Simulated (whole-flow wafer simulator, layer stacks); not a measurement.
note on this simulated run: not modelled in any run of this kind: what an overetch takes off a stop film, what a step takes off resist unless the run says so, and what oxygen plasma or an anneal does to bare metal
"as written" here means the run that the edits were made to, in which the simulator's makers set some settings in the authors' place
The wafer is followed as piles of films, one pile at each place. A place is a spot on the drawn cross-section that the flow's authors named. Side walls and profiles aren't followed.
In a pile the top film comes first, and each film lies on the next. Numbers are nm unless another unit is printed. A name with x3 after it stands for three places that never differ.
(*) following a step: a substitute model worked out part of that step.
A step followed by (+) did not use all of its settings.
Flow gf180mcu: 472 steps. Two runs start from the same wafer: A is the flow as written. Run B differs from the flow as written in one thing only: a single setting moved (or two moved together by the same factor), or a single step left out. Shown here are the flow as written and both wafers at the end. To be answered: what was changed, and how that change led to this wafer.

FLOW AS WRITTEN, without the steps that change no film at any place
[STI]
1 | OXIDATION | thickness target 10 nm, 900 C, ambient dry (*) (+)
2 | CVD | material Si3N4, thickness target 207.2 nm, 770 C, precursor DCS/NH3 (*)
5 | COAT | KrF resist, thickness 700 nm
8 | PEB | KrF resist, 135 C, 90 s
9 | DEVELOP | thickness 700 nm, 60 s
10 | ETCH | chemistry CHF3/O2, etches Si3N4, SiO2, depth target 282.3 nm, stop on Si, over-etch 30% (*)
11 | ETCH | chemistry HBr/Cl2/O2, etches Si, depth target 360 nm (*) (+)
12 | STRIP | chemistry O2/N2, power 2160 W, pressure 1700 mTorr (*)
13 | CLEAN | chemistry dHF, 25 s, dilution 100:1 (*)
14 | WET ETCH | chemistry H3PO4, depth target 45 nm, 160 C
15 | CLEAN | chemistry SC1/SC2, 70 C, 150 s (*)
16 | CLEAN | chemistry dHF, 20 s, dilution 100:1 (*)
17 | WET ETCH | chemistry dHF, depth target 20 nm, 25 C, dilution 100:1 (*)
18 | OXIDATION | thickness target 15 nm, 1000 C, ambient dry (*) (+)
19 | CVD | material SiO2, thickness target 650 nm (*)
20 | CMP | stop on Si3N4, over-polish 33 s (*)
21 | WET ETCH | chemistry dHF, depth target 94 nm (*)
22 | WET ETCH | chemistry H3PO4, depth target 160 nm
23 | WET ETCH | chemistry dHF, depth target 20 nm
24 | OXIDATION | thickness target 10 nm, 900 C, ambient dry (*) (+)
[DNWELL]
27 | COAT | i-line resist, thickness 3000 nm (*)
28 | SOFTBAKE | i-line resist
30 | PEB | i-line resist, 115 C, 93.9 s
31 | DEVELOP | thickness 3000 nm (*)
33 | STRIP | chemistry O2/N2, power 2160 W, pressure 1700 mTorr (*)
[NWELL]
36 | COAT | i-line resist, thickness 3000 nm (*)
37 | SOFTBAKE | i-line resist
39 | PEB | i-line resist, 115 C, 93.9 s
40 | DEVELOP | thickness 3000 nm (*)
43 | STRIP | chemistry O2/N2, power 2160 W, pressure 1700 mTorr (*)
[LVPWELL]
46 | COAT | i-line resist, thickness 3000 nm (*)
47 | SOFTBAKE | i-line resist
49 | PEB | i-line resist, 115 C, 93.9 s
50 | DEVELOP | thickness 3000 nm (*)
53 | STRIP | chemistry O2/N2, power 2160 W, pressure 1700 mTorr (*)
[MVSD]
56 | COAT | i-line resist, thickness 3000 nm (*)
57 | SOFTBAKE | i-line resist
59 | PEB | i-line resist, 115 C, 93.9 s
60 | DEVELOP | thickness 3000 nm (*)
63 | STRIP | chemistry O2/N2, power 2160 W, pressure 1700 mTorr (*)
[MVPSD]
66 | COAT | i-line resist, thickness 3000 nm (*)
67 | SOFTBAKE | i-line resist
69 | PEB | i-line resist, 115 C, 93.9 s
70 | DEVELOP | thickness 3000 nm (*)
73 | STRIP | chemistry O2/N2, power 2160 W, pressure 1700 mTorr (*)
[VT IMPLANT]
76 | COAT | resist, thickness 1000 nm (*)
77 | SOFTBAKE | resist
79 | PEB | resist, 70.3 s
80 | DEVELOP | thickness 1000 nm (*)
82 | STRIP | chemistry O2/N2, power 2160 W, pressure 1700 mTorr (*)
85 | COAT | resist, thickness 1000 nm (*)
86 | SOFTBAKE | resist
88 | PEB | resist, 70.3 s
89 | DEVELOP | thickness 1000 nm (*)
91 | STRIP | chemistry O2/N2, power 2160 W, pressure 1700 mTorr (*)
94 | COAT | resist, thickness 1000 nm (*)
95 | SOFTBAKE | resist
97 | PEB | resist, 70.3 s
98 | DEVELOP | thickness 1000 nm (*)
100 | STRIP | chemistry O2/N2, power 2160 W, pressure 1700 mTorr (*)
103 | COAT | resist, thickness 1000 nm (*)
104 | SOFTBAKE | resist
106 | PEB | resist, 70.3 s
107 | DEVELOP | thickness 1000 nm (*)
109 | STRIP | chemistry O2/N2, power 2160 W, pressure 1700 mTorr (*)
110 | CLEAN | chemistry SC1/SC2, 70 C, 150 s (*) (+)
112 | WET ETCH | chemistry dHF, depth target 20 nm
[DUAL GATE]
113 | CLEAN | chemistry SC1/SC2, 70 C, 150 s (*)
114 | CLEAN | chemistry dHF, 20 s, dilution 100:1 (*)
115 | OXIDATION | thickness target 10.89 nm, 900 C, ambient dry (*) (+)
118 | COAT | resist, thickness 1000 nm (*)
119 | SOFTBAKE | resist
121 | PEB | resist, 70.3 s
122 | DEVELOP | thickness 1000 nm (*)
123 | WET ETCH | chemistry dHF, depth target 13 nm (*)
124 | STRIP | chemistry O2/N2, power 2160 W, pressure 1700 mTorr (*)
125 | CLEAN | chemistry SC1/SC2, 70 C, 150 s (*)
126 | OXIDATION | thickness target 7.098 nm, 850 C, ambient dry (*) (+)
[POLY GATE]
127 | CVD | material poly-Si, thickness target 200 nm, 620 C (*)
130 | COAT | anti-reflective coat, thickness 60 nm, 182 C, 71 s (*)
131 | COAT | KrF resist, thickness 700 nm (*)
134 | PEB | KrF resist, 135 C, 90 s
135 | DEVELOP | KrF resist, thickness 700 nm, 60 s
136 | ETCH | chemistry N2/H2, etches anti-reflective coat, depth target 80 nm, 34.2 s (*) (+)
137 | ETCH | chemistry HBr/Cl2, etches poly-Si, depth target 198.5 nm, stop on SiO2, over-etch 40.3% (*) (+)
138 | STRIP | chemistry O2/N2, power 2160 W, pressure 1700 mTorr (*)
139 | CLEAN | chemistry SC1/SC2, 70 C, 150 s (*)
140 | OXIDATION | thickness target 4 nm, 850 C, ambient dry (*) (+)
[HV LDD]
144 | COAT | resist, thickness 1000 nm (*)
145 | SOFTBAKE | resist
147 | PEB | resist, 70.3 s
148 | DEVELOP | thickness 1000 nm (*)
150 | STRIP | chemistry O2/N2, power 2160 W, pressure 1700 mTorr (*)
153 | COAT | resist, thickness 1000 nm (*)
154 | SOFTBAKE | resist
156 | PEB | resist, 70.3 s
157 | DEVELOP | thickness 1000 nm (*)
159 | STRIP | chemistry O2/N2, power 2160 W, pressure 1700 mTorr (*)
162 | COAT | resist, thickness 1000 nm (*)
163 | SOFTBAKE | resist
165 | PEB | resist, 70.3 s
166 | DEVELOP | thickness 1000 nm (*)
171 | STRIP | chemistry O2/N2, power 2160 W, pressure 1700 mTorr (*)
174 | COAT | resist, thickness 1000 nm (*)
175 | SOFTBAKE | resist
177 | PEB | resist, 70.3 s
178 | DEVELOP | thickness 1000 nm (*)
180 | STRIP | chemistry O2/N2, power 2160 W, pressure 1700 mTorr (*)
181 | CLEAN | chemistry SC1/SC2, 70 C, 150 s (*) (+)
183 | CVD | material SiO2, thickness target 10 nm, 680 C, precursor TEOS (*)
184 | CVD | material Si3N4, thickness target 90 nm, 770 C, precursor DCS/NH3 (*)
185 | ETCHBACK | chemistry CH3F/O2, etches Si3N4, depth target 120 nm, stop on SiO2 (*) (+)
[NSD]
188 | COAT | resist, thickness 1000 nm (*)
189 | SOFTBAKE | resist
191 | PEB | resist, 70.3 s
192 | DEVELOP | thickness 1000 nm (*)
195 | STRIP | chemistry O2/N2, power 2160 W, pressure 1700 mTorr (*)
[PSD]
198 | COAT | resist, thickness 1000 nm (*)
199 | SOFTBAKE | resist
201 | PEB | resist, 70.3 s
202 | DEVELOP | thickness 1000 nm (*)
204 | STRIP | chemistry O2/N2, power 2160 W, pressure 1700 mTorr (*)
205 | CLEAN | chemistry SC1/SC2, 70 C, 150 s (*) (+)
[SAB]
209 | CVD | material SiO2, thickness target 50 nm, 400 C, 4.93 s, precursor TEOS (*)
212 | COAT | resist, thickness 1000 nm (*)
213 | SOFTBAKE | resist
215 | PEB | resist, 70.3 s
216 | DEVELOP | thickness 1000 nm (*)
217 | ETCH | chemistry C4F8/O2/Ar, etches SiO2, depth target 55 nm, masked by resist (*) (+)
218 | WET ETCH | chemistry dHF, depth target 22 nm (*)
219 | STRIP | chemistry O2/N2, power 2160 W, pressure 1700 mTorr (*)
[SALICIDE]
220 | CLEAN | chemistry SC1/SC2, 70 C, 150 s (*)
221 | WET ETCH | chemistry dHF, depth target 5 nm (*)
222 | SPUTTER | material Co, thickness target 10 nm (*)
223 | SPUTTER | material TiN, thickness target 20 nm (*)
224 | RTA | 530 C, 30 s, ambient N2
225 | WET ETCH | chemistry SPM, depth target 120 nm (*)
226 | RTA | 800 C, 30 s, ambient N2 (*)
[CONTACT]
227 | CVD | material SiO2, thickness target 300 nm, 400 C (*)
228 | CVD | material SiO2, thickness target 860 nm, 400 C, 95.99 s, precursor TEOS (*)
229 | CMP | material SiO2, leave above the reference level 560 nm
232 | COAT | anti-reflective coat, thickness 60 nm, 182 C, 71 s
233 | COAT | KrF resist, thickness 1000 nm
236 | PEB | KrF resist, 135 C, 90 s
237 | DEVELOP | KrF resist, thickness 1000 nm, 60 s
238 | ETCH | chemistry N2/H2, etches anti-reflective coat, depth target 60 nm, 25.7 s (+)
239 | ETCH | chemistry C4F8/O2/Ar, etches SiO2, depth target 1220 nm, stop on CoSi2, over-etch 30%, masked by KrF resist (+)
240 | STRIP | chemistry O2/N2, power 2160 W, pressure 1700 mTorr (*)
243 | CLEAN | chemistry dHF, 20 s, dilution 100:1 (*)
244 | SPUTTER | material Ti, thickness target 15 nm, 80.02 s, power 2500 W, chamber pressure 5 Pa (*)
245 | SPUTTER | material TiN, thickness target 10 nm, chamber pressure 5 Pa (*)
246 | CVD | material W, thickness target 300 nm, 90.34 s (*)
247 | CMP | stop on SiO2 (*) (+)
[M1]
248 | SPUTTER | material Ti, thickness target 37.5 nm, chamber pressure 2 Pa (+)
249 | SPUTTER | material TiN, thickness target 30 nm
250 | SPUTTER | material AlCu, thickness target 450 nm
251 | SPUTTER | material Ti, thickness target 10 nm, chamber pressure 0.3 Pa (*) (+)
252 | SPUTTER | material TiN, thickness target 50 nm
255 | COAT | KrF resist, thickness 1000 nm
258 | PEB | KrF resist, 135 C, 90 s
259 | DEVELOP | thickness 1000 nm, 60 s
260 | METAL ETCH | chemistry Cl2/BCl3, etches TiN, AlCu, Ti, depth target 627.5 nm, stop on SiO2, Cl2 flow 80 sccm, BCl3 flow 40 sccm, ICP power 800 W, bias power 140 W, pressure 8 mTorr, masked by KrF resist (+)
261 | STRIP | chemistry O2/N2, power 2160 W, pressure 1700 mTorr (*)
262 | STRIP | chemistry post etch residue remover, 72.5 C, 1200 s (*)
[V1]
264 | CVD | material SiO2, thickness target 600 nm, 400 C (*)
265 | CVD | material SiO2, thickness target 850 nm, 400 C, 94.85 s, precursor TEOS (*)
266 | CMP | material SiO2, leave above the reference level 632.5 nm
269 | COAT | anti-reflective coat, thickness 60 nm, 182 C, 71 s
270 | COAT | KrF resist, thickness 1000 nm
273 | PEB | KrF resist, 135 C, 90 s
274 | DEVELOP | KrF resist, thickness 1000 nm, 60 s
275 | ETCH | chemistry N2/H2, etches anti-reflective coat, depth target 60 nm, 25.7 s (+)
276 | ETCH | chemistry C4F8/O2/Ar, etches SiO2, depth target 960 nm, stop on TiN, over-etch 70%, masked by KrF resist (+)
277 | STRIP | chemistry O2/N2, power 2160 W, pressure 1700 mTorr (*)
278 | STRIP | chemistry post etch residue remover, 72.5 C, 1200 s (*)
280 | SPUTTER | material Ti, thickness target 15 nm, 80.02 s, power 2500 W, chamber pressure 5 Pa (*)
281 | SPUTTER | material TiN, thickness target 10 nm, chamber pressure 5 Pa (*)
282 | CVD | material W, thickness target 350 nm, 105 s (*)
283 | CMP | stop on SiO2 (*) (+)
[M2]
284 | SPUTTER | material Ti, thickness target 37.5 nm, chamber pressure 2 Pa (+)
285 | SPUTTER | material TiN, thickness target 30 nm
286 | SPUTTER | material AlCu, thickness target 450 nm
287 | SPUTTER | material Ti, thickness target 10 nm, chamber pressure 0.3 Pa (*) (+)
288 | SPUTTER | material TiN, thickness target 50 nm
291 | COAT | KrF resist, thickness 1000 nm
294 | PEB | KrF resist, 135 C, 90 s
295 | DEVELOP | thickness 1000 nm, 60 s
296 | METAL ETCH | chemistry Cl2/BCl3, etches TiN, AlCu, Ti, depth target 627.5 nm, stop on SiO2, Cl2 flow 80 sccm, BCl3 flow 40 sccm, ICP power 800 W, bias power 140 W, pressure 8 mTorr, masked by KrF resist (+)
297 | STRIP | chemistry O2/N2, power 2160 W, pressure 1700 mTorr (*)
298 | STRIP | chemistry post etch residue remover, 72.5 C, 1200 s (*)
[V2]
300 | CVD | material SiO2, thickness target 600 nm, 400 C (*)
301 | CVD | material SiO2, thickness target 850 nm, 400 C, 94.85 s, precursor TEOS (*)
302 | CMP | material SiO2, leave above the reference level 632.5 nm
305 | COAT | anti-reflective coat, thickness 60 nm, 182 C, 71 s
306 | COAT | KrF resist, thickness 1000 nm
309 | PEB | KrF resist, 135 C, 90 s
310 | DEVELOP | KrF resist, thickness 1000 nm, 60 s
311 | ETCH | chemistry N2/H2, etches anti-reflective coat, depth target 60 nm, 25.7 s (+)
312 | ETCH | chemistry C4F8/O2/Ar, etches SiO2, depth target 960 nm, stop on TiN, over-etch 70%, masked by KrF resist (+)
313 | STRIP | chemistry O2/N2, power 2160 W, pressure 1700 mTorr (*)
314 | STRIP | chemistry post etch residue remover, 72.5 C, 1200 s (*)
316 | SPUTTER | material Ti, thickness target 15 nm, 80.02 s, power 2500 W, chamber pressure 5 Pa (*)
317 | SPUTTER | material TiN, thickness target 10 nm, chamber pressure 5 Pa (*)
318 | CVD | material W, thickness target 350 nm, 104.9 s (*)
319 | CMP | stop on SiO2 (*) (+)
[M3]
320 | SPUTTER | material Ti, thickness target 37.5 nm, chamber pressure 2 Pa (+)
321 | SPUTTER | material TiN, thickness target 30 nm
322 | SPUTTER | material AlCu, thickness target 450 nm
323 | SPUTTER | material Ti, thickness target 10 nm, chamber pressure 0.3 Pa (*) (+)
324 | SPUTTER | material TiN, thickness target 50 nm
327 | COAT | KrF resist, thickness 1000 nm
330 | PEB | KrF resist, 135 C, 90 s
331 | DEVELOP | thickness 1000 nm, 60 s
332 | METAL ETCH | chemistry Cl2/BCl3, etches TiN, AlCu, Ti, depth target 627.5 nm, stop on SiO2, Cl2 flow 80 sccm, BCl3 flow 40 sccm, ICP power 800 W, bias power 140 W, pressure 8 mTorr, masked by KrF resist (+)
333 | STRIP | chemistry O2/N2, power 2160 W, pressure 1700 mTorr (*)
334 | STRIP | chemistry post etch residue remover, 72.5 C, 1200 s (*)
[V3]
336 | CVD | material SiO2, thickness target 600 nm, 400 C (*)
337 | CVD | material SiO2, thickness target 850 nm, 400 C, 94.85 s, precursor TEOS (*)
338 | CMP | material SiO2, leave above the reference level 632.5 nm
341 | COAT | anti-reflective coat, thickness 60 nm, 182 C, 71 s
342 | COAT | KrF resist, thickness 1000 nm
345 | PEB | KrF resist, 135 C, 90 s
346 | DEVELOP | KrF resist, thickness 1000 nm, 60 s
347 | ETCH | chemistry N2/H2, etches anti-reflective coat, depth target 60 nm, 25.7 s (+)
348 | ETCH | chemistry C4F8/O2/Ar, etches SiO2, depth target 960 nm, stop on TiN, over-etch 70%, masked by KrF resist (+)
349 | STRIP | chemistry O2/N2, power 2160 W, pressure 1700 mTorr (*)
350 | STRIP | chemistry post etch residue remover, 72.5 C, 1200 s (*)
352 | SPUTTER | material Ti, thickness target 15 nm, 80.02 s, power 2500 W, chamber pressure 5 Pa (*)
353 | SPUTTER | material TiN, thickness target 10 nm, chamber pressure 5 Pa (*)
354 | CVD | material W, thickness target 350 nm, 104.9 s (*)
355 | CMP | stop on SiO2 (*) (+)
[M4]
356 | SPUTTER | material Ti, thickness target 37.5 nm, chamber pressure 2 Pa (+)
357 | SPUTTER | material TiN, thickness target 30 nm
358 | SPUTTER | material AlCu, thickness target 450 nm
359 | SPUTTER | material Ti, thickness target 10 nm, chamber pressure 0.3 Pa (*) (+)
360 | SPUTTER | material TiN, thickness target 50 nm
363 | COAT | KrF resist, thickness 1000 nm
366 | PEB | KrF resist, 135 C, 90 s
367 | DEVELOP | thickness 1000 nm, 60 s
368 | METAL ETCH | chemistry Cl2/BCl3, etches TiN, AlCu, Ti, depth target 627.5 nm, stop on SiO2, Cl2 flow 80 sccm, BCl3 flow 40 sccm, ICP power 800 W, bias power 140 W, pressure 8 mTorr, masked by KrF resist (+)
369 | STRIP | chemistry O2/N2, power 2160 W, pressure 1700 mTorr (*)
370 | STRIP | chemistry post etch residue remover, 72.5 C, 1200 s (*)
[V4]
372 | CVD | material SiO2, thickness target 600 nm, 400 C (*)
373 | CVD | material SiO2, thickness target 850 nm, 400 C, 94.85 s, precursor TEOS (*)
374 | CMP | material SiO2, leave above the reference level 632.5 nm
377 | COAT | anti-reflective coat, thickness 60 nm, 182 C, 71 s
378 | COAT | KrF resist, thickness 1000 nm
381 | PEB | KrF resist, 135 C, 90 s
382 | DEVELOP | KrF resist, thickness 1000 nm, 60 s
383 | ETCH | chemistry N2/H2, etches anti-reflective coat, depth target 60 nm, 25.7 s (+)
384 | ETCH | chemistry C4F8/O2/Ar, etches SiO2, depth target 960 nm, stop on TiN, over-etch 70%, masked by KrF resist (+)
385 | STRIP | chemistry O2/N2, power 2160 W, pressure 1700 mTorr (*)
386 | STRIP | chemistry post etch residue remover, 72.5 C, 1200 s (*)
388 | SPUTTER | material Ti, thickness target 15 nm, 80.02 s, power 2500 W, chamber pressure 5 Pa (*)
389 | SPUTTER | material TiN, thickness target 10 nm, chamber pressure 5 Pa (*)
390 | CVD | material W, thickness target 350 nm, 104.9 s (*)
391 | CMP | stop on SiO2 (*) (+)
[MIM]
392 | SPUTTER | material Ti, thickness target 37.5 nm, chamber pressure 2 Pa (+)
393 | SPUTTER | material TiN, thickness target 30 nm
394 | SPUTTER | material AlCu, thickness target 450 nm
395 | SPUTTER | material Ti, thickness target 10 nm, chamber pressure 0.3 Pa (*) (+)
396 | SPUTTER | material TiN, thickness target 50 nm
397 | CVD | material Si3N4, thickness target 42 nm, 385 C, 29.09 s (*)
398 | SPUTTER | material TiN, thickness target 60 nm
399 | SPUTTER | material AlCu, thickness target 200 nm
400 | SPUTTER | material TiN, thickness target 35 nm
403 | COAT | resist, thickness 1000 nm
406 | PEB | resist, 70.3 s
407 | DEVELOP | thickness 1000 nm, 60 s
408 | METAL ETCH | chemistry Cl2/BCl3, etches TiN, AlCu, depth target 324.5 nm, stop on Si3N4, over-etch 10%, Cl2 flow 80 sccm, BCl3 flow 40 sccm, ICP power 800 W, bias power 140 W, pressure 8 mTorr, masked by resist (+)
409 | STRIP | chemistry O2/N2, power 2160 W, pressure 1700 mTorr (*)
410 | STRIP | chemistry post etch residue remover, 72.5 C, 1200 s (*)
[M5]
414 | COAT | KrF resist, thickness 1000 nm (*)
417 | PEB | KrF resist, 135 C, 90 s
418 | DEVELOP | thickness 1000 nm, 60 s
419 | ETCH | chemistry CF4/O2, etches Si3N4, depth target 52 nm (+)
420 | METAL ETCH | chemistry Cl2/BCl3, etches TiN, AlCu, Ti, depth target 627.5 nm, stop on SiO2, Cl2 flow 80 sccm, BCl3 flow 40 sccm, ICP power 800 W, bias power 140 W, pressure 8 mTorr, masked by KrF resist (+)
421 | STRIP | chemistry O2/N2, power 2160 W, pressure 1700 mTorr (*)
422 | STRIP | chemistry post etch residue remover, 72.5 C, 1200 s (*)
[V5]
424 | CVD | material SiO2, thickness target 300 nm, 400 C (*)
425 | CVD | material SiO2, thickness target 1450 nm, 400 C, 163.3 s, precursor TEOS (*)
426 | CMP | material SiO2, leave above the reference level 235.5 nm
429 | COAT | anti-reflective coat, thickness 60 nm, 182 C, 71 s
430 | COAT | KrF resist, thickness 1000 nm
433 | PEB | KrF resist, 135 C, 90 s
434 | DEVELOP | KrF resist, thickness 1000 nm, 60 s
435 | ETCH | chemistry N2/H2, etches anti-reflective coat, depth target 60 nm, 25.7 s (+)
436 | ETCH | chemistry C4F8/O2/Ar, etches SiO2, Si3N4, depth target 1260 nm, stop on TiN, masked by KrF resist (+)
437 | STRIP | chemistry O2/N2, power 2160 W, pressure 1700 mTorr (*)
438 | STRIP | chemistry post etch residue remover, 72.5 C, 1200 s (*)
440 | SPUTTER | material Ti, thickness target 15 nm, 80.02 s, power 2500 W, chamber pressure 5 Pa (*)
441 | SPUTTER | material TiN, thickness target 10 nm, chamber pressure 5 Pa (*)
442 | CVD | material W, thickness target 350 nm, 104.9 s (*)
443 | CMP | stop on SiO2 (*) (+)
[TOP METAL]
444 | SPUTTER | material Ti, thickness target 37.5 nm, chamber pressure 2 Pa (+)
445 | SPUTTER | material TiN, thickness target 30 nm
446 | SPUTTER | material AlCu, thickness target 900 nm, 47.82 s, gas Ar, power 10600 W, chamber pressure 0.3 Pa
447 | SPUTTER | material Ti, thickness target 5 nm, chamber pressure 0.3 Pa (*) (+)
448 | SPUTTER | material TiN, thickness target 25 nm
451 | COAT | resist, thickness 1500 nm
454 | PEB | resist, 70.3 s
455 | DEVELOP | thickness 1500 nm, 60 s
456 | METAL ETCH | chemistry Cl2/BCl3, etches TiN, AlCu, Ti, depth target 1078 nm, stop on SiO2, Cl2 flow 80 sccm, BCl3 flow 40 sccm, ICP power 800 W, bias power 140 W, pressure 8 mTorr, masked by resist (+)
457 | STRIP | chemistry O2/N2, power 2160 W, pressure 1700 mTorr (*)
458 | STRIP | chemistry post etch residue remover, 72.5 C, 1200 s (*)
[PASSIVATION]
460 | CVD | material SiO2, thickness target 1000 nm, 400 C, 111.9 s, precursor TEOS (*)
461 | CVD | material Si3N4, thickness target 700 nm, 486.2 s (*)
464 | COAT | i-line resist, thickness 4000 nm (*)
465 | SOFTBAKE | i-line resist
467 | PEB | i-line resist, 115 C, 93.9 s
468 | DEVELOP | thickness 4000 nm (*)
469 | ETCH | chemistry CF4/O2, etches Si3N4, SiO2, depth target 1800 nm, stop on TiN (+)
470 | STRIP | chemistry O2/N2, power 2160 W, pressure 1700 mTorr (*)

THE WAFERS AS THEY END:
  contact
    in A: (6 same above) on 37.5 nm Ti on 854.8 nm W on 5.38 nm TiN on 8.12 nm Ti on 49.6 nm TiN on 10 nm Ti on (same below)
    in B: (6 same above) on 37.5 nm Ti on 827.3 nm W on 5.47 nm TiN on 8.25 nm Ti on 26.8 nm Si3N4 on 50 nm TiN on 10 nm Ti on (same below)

Cause: step 436, ETCH: depth target 844 nm was run, while the flow as written has depth target 1260 nm.

The path from the change to this, step by step:
  436 | ETCH | chemistry C4F8/O2/Ar, etches SiO2, Si3N4, depth target 1260 nm, stop on TiN, masked by KrF resist (+)
      contact: A -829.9 SiO2 (all of it), -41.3 Si3N4 (all of it) | B -829.9 SiO2 (all of it), -14.1 Si3N4
      field, field__w1, field__w2 and 108 more: A -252 KrF resist | B -168.8 KrF resist
  437 | STRIP | chemistry O2/N2, power 2160 W, pressure 1700 mTorr (*)
      field, field__w1, field__w2 and 108 more: A -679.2 KrF resist (all of it), -60 anti-reflective coat (all of it) | B -762.4 KrF resist (all of it), -60 anti-reflective coat (all of it)
  442 | CVD | material W, thickness target 350 nm, 104.9 s (*)
      contact: A +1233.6 W (new film) | B +1206.1 W (new film)
With metal films that touch counted as one body, contact has 2 bodies (between them, from the top down: Si3N4 26.8); the flow as written gives 1 body.
